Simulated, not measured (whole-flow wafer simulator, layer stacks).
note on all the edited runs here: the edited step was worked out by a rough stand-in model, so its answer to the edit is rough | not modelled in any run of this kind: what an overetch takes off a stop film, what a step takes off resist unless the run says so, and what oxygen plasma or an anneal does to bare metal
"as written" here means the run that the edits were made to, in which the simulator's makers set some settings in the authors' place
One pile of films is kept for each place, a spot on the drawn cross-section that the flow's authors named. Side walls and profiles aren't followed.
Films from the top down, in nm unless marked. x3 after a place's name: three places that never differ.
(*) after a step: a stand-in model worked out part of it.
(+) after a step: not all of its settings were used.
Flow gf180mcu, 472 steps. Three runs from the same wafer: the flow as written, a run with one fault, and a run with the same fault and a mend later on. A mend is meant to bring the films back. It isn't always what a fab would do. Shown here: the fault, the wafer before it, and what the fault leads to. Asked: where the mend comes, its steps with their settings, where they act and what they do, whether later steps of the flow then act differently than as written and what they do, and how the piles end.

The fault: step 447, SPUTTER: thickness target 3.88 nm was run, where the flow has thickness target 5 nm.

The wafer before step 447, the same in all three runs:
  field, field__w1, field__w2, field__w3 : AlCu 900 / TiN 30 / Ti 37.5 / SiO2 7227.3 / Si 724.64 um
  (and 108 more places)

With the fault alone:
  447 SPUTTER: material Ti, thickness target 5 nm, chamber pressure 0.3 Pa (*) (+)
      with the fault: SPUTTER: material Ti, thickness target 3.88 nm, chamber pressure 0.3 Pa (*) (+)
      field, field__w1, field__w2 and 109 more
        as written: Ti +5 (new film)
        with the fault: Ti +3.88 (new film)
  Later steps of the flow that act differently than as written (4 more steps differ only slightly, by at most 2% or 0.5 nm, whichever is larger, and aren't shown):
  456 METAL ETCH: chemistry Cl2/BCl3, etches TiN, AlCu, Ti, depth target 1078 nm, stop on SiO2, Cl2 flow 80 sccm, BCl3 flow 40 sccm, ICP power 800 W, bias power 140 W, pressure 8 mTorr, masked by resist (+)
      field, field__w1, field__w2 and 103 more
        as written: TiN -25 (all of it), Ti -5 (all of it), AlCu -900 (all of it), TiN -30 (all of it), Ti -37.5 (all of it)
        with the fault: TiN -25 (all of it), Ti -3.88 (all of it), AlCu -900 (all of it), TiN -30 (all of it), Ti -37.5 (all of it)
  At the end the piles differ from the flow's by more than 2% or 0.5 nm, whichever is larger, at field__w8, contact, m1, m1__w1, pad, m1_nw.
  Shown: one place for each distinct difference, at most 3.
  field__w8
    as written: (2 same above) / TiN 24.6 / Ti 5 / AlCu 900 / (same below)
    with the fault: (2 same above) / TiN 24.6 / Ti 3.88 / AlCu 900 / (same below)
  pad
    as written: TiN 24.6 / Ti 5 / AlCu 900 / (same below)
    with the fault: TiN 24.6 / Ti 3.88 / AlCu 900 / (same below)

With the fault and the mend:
  The mend comes after step 447.
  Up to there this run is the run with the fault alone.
  447a SPUTTER: material Ti, thickness target 1.12 nm, chamber pressure 0.3 Pa (*) (+) (the flow's step 447 once more, with other settings)
      field, field__w1, field__w2 and 109 more
        Ti +1.12
  No later step of the flow acts differently than as written at any place that is followed.
  At the end the piles are the same as the flow's at every place that both follow.
